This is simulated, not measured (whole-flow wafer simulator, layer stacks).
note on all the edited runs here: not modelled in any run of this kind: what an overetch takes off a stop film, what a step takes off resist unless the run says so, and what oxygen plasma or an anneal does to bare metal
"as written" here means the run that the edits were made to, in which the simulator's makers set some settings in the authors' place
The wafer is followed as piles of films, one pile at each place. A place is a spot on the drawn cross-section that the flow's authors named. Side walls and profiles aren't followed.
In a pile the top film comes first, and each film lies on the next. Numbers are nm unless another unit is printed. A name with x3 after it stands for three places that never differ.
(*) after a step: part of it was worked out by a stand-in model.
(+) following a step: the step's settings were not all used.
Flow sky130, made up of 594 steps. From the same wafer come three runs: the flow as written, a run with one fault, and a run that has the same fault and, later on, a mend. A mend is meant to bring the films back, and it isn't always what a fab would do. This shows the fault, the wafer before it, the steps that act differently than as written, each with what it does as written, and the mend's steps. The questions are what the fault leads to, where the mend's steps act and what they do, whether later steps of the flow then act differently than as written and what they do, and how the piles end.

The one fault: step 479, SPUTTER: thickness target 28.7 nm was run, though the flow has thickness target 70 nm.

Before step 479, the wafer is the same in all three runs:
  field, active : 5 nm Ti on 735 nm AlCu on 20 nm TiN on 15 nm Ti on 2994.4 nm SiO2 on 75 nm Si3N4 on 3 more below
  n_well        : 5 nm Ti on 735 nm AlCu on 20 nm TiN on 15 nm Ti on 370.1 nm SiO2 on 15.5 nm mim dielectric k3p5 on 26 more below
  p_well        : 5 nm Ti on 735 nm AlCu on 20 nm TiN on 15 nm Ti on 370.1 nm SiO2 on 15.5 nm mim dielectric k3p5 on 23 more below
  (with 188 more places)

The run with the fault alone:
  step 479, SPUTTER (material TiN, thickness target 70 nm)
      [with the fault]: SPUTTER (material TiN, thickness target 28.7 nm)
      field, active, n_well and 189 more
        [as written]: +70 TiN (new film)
        [with the fault]: +28.7 TiN (new film)
  Steps further on in the flow that do not act as written (13 other steps are not shown; they differ only slightly, by no more than 2% or 0.5 nm, whichever is larger):
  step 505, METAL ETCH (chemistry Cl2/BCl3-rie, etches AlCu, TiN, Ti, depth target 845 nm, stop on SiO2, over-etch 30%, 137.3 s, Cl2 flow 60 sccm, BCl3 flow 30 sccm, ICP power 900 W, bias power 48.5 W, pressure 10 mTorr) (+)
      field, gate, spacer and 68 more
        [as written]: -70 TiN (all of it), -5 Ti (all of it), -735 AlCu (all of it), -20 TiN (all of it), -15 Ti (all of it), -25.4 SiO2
        [with the fault]: -28.7 TiN (all of it), -5 Ti (all of it), -735 AlCu (all of it), -20 TiN (all of it), -15 Ti (all of it), -29.5 SiO2
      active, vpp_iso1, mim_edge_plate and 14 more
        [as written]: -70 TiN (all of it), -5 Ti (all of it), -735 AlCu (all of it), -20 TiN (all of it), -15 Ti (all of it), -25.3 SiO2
        [with the fault]: -28.7 TiN (all of it), -5 Ti (all of it), -735 AlCu (all of it), -20 TiN (all of it), -15 Ti (all of it), -29.5 SiO2
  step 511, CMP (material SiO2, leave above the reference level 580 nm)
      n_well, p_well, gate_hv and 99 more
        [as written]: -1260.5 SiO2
        [with the fault]: -1219.2 SiO2
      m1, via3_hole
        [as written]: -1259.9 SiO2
        [with the fault]: -1218.6 SiO2
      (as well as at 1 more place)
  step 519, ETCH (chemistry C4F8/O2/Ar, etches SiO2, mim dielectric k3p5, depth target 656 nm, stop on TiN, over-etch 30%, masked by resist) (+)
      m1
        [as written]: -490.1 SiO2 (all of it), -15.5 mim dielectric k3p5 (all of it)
        [with the fault]: -531.4 SiO2 (all of it), -15.5 mim dielectric k3p5 (all of it)
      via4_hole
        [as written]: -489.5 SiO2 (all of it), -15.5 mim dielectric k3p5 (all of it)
        [with the fault]: -530.8 SiO2 (all of it), -15.5 mim dielectric k3p5 (all of it)
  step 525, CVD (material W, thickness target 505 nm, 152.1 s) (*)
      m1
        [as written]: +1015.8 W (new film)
        [with the fault]: +1057.3 W (new film)
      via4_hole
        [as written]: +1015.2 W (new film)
        [with the fault]: +1056.7 W (new film)
  By the end, the piles at n_well, p_well, gate_hv and 102 more depart from the flow's by more than 2% or 0.5 nm, whichever is larger.
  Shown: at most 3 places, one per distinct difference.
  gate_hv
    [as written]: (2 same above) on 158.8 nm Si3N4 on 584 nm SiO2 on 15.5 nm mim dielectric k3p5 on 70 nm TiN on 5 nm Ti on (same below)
    [with the fault]: (2 same above) on 158.8 nm Si3N4 on 625.3 nm SiO2 on 15.5 nm mim dielectric k3p5 on 28.7 nm TiN on 5 nm Ti on (same below)
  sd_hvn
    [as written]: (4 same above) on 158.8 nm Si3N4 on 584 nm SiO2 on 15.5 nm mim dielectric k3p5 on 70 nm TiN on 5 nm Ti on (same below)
    [with the fault]: (4 same above) on 158.8 nm Si3N4 on 625.3 nm SiO2 on 15.5 nm mim dielectric k3p5 on 28.7 nm TiN on 5 nm Ti on (same below)
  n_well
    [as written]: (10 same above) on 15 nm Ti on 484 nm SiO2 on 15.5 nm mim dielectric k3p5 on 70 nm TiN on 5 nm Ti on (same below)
    [with the fault]: (10 same above) on 15 nm Ti on 525.3 nm SiO2 on 15.5 nm mim dielectric k3p5 on 28.7 nm TiN on 5 nm Ti on (same below)

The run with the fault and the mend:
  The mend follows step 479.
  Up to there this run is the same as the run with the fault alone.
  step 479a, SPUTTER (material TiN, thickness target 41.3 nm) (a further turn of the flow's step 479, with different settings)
      field, active, n_well and 189 more
        +41.3 TiN
  Every later step of the flow that is run acts as written at every place that is followed.
  The piles end the same as the flow's at every place that both follow.
